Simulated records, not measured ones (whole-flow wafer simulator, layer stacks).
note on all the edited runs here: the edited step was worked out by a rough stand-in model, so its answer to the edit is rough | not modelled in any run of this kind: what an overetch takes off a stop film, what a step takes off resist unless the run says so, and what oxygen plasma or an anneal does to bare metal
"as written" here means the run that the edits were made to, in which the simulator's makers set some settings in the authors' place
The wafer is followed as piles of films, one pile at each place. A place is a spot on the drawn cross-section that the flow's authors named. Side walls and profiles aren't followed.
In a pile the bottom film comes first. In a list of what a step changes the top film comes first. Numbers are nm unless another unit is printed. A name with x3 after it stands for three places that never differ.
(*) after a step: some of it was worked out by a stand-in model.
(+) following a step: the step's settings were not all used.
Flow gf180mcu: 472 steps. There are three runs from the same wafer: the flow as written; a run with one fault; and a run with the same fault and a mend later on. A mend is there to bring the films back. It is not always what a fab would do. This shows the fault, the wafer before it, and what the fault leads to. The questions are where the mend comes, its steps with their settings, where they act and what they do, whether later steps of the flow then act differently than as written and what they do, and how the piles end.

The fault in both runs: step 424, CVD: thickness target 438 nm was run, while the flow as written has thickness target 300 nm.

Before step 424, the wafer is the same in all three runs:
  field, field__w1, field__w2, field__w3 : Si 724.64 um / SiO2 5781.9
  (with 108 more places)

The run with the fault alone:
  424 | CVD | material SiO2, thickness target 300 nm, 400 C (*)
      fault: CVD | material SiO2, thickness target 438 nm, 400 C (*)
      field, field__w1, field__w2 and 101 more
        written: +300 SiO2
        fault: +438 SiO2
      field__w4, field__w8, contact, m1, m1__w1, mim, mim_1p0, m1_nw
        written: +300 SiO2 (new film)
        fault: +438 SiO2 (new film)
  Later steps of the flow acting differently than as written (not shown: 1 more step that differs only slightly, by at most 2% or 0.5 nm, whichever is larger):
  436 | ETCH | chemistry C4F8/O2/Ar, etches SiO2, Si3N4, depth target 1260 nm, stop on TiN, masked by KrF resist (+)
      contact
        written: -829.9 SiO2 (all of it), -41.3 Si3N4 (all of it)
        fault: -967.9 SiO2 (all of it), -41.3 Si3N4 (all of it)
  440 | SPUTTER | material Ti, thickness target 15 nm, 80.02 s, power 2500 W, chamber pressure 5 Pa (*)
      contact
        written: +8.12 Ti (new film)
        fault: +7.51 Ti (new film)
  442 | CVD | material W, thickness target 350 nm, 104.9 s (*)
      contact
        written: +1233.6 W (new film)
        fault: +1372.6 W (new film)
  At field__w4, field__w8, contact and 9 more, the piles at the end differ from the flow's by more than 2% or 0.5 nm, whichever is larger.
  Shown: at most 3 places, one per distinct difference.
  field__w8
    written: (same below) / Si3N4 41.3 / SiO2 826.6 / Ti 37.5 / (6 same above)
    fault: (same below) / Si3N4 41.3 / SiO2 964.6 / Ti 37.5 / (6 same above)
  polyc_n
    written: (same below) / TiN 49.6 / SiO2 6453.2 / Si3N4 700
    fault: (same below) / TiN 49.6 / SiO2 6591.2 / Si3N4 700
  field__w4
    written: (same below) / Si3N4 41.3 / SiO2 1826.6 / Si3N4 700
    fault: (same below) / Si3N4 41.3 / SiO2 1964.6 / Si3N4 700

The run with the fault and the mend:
  The mend stands after step 424.
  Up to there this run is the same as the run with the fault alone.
  424a | WET ETCH | chemistry dHF, depth target 138 nm, 25 C, dilution 100:1 (a further turn of the flow's step 17, with different settings)
      field, field__w1, field__w2 and 109 more
        -138 SiO2
  None of the later steps of the flow acts differently than as written at any place that is followed.
  The piles end the same as the flow's at every place that both follow.
